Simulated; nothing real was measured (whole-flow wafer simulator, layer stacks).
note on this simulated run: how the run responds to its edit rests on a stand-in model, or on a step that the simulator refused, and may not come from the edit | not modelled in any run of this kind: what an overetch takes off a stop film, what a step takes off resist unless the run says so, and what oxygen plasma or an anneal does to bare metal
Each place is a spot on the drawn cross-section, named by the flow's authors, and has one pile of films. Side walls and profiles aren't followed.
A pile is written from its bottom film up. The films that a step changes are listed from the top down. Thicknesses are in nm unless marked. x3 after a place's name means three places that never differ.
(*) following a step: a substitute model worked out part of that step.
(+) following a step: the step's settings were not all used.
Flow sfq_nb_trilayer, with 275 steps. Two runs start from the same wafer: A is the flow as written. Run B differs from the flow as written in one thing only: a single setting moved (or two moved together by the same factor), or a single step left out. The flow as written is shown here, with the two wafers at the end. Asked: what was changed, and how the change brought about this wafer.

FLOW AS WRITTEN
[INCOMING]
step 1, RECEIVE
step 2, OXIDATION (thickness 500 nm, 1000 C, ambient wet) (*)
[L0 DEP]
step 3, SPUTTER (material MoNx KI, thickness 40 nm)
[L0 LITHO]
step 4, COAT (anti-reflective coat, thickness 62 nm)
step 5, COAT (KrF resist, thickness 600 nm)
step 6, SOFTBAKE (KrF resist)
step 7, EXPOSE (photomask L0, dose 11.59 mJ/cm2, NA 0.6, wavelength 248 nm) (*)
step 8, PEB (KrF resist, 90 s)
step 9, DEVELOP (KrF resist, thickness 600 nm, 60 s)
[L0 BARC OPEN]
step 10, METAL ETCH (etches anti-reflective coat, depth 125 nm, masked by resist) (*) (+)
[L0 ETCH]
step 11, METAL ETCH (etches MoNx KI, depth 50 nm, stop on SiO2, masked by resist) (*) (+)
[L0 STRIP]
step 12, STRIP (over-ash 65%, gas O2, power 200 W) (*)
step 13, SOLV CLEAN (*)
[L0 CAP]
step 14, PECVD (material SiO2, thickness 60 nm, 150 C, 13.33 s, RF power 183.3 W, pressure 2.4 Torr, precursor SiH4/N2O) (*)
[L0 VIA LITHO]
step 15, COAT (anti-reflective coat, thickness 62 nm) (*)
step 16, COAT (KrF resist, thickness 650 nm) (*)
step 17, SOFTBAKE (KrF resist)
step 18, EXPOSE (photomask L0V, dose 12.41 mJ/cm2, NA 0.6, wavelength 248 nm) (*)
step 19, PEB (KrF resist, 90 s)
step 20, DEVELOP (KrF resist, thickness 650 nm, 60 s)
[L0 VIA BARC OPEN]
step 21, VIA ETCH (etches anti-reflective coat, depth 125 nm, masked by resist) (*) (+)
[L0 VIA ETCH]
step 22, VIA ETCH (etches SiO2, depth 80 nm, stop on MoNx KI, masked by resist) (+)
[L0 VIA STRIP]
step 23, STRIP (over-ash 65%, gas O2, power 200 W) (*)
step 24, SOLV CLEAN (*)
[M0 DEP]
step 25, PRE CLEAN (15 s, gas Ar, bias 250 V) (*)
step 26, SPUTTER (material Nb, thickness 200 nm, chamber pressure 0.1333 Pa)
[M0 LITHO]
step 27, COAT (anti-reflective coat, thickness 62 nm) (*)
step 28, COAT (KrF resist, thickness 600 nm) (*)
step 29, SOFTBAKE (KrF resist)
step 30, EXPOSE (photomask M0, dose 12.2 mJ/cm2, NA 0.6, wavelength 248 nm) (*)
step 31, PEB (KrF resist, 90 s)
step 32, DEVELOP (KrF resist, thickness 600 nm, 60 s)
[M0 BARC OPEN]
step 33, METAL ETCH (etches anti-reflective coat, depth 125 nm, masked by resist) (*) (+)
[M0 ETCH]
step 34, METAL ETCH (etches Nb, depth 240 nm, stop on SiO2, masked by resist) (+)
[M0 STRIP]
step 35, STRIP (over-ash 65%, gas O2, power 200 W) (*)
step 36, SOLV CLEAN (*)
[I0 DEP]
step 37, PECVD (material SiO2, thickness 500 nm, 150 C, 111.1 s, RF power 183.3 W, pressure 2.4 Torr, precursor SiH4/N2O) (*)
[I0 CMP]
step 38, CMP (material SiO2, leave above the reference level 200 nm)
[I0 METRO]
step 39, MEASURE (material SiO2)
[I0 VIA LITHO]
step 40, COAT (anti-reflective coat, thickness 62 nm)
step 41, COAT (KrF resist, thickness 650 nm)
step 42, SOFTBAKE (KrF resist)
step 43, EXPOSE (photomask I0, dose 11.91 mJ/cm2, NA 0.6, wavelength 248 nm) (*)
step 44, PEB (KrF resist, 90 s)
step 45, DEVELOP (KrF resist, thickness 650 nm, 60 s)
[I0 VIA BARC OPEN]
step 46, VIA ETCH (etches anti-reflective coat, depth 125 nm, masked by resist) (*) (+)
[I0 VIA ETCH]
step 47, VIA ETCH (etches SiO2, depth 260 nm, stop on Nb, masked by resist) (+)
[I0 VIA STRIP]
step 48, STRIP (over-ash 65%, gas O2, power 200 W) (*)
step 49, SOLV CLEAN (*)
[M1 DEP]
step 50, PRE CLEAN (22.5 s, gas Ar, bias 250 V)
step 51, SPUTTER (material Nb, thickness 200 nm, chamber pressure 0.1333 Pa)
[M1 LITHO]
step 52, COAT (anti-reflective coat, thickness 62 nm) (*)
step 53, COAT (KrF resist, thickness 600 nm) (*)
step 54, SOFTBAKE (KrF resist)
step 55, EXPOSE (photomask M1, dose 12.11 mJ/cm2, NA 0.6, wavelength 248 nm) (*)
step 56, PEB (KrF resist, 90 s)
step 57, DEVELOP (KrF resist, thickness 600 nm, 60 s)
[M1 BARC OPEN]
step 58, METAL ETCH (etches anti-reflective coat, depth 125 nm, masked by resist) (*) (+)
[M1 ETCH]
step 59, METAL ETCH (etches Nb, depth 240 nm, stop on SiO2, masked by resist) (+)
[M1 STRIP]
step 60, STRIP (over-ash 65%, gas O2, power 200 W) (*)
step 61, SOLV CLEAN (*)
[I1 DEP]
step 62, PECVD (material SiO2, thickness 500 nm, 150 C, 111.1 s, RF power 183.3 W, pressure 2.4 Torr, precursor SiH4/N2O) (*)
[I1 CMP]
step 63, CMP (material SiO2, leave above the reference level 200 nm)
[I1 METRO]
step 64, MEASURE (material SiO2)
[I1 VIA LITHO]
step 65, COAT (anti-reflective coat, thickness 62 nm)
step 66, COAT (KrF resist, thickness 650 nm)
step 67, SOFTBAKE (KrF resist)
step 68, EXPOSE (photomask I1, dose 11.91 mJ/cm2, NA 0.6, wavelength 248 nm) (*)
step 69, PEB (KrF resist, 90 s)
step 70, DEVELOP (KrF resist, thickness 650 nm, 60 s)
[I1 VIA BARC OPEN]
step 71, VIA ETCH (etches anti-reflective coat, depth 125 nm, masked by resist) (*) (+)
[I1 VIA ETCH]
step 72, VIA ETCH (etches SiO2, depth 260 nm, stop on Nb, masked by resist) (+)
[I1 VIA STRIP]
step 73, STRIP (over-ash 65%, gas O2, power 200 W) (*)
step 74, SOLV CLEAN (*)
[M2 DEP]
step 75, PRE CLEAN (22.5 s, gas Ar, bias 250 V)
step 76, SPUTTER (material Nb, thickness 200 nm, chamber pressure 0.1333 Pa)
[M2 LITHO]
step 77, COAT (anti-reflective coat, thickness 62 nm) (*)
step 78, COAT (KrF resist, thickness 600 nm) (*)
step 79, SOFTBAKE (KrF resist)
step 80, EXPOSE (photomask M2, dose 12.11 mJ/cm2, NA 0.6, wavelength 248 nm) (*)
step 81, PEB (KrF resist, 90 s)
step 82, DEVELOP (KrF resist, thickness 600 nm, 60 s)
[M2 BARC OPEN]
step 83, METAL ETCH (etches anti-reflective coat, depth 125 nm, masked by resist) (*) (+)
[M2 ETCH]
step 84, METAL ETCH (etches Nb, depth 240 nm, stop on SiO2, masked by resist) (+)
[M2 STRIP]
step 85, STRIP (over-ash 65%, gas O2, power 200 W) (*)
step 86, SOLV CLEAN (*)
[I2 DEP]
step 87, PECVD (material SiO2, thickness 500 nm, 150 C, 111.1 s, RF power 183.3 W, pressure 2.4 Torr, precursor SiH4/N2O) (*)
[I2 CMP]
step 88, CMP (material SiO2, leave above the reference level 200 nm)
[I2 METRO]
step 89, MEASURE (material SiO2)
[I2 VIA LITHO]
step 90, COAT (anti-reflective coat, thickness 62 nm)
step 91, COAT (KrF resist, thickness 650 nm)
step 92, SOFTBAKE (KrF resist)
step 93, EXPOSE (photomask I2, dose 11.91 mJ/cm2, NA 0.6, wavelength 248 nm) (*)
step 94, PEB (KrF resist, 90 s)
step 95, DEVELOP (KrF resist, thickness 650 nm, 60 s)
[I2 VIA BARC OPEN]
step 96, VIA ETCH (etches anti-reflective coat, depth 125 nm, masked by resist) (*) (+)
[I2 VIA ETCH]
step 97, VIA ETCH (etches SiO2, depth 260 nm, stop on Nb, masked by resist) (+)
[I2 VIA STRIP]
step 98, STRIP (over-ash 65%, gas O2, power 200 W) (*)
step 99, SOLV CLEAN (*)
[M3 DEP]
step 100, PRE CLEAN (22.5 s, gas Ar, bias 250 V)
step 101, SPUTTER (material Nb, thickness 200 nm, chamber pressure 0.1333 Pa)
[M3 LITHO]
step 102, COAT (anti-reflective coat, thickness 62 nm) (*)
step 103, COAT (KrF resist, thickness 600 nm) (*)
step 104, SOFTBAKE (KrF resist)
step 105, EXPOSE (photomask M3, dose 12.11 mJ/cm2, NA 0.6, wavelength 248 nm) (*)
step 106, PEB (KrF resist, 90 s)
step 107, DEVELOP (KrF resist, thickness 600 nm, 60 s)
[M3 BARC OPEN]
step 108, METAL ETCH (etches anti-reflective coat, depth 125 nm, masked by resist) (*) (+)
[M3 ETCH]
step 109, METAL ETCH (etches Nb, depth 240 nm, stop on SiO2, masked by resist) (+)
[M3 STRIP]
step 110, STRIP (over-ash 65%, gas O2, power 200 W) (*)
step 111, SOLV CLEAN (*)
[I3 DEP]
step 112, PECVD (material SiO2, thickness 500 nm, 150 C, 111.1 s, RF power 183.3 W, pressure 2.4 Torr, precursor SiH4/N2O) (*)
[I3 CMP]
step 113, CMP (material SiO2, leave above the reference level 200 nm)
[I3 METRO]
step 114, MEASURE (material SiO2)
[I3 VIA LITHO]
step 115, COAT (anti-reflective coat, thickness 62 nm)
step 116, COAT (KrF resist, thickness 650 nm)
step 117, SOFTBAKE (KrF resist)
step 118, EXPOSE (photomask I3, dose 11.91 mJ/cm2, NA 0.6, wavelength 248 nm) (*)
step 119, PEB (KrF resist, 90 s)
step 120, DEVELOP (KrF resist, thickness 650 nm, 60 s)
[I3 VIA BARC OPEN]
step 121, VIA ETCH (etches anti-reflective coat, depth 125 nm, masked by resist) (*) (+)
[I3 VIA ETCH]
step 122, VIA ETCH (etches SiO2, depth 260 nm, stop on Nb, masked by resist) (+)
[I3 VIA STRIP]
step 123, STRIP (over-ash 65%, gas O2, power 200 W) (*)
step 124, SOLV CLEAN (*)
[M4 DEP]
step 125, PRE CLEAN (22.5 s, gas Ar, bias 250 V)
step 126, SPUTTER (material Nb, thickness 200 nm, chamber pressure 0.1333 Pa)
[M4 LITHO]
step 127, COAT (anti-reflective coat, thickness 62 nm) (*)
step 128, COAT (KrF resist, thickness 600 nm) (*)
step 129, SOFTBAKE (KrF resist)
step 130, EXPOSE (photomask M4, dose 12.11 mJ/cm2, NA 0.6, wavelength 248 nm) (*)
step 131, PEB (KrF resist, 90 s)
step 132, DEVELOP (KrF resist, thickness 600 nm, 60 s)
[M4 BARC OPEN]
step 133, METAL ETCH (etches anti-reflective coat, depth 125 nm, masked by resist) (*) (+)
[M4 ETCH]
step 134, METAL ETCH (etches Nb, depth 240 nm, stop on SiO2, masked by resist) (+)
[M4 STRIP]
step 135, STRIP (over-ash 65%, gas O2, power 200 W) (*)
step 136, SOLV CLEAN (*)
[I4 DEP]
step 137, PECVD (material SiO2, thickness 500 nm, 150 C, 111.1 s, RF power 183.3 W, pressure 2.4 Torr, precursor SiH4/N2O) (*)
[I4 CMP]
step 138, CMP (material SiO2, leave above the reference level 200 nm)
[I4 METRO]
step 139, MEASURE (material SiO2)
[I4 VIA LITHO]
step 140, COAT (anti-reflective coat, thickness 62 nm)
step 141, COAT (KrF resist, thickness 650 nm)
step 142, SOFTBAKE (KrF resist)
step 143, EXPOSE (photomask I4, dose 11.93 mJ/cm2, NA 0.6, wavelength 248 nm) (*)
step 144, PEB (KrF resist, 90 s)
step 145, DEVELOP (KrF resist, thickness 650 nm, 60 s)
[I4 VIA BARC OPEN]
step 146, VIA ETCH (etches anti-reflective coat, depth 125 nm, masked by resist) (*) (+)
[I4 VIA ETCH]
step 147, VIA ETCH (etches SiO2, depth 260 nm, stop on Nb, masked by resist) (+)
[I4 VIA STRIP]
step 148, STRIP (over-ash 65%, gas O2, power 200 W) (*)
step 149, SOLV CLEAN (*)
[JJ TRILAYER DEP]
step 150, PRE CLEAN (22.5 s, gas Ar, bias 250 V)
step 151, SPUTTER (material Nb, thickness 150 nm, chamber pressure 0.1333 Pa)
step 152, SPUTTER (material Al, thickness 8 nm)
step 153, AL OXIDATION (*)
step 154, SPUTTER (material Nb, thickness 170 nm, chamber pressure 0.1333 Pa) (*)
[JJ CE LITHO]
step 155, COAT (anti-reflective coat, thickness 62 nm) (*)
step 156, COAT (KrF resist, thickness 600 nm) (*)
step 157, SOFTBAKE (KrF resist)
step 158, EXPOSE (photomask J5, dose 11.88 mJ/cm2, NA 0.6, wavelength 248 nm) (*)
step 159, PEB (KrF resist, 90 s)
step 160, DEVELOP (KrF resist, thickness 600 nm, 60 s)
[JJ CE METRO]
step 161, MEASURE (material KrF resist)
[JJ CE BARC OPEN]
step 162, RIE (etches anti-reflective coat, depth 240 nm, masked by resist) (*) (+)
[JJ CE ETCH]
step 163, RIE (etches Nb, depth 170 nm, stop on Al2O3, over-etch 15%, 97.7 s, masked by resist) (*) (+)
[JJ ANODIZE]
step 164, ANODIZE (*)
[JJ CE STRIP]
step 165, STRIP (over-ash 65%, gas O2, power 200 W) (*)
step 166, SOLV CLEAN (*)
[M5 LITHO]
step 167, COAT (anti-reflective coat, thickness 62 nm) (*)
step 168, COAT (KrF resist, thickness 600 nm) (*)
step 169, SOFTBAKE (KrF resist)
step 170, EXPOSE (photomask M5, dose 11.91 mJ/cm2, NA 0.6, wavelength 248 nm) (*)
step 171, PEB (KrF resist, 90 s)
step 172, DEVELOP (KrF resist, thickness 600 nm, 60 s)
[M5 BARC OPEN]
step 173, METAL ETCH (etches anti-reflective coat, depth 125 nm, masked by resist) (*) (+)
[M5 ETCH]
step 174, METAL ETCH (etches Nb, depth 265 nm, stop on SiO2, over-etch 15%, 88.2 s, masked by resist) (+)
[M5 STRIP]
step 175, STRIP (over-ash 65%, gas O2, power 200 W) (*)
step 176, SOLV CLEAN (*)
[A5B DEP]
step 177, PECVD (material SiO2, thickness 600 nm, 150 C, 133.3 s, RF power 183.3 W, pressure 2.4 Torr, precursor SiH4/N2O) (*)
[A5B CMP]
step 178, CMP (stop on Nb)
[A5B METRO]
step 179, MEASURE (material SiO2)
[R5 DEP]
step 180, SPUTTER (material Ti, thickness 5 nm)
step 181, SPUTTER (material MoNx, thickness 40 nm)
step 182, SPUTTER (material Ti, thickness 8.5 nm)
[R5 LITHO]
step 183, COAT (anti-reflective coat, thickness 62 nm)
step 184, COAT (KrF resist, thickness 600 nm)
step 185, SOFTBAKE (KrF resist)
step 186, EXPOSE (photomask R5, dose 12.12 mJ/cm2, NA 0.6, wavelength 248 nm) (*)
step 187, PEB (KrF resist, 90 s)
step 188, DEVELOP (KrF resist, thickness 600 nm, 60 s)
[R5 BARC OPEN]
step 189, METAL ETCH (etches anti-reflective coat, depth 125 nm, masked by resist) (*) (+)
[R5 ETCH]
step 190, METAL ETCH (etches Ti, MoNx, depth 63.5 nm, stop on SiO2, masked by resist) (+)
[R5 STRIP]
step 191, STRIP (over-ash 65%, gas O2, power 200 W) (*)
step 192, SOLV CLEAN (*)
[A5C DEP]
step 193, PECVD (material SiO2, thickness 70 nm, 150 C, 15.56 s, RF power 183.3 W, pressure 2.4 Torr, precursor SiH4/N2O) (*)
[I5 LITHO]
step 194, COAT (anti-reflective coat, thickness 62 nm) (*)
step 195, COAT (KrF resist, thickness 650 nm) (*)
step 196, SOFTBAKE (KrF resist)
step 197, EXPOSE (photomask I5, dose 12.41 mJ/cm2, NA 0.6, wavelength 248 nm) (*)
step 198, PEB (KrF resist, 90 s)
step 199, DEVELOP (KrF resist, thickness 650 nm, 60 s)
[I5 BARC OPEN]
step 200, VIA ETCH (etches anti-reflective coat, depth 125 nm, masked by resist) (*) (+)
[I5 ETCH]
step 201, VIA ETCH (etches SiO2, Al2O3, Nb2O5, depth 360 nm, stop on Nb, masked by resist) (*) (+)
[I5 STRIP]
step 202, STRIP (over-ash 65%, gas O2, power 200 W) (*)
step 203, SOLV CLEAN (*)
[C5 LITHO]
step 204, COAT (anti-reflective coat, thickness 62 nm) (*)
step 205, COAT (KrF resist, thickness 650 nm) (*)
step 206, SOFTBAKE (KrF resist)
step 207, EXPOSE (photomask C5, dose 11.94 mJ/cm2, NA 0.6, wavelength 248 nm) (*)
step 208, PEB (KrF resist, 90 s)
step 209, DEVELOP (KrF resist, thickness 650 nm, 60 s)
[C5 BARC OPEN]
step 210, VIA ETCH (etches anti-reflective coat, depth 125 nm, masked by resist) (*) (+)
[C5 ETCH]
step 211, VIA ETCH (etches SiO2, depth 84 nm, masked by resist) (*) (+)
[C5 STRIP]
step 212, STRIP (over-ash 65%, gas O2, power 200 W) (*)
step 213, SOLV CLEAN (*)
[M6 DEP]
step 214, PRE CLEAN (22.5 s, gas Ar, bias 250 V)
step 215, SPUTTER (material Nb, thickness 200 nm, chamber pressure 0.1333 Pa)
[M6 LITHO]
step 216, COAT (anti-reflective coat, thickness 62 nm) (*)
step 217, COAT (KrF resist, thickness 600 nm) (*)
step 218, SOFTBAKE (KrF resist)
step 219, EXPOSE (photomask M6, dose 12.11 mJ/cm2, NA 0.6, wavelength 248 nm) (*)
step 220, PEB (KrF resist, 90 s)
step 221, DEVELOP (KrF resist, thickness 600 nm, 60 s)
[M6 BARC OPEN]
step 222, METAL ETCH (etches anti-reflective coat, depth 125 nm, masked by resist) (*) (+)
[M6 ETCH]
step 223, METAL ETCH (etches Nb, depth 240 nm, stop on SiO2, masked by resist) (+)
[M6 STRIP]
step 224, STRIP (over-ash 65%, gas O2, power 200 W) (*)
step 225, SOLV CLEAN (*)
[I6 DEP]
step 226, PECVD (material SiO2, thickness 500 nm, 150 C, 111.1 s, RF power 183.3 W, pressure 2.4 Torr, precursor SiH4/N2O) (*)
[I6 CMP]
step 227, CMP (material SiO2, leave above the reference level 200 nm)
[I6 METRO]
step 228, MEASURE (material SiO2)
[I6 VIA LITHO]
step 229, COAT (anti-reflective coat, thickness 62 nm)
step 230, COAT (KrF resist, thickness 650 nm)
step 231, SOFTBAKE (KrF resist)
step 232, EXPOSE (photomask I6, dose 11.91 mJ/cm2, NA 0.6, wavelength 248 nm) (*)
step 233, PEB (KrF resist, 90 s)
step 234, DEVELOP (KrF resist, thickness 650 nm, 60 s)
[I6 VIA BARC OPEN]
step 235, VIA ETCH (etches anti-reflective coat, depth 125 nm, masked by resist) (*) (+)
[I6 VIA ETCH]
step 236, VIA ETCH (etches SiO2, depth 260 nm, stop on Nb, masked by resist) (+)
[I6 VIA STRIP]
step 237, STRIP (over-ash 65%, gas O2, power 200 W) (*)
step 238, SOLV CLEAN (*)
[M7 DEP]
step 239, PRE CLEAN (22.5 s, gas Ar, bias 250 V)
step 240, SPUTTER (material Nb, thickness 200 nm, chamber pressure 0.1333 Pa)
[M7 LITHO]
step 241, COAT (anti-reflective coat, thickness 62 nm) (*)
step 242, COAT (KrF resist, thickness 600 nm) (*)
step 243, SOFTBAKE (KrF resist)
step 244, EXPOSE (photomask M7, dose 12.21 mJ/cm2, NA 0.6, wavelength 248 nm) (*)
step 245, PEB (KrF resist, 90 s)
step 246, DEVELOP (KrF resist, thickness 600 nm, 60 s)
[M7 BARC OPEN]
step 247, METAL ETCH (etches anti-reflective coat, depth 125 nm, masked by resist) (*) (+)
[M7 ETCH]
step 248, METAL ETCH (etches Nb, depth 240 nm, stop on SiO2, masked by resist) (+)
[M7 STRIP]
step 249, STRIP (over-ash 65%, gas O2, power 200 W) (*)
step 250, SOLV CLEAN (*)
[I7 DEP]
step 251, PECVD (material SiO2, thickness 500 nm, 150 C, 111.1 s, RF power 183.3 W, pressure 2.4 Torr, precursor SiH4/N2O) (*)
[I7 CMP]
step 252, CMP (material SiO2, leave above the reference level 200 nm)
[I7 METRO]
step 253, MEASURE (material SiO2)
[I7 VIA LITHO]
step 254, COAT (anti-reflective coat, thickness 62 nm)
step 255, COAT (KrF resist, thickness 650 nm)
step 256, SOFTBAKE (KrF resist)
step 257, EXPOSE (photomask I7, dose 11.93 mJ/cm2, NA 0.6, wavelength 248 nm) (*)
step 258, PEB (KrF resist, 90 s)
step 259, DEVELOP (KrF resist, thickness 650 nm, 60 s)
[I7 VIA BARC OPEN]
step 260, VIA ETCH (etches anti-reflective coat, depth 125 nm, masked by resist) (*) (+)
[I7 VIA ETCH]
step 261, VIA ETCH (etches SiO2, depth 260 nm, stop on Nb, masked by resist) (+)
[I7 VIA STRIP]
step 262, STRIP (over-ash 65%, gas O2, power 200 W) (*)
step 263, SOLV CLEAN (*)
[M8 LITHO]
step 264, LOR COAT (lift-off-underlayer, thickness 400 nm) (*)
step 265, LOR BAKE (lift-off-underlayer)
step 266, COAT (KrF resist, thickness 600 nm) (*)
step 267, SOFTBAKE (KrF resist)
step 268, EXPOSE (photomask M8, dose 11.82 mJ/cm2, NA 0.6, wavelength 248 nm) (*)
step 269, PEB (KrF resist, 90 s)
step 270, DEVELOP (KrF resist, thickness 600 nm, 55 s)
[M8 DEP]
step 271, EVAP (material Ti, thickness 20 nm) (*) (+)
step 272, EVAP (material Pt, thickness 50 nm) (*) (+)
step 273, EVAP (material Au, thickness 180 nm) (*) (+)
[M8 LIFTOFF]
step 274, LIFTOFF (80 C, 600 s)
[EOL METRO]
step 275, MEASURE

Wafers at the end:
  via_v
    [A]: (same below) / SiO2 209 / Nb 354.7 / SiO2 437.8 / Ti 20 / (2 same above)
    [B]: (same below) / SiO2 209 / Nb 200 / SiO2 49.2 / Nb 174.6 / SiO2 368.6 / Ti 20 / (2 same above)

Cause: step 236, VIA ETCH: depth 143.1 nm was run, whereas the flow has depth 260 nm.

Step by step, how the change led to this:
  step 236, VIA ETCH (etches SiO2, depth 260 nm, stop on Nb, masked by resist) (+)
      via_v: A SiO2 loses 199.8 (all of it) | B SiO2 loses 143.1
      field_l, v_sur, via_wl and 102 more: A KrF resist loses 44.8 | B KrF resist loses 24.7
  step 237, STRIP (over-ash 65%, gas O2, power 200 W) (*)
      field_l, v_sur, via_wl and 102 more: A KrF resist loses 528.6 (all of it), anti-reflective coat loses 62 (all of it) | B KrF resist loses 548.8 (all of it), anti-reflective coat loses 62 (all of it)
  step 239, PRE CLEAN (22.5 s, gas Ar, bias 250 V)
      via_v: A Nb loses 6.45 | B SiO2 loses 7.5
  step 240, SPUTTER (material Nb, thickness 200 nm, chamber pressure 0.1333 Pa)
      via_v: A Nb gains 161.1 | B Nb gains 174.6 (new film)
  step 241, COAT (anti-reflective coat, thickness 62 nm) (*)
      via_v: A anti-reflective coat gains 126 (new film) | B anti-reflective coat gains 112.3 (new film)
  step 242, COAT (KrF resist, thickness 600 nm) (*)
      via_v: A KrF resist gains 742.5 (new film) | B KrF resist gains 696 (new film)
  step 249, STRIP (over-ash 65%, gas O2, power 200 W) (*)
      via_v: A KrF resist loses 524.5 (all of it), anti-reflective coat loses 126 (all of it) | B KrF resist loses 478.2 (all of it), anti-reflective coat loses 112.3 (all of it)
  step 251, PECVD (material SiO2, thickness 500 nm, 150 C, 111.1 s, RF power 183.3 W, pressure 2.4 Torr, precursor SiH4/N2O) (*)
      via_v: A SiO2 gains 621 (new film) | B SiO2 gains 525.7 (new film)
  step 252, CMP (material SiO2, leave above the reference level 200 nm)
      via_v: A SiO2 loses 183.1 | B SiO2 loses 157.1
With metal films that touch counted as one body, via_v has 7 bodies (between them, from the top down: SiO2 368.6; SiO2 49.2; SiO2 209 / Al2O3 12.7 / Nb2O5 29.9; SiO2 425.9; SiO2 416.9; SiO2 192.5); the flow as written gives 6 bodies (between them, from the top down: SiO2 437.8; SiO2 209 / Al2O3 12.7 / Nb2O5 29.9; SiO2 425.9; SiO2 416.9; SiO2 192.5).
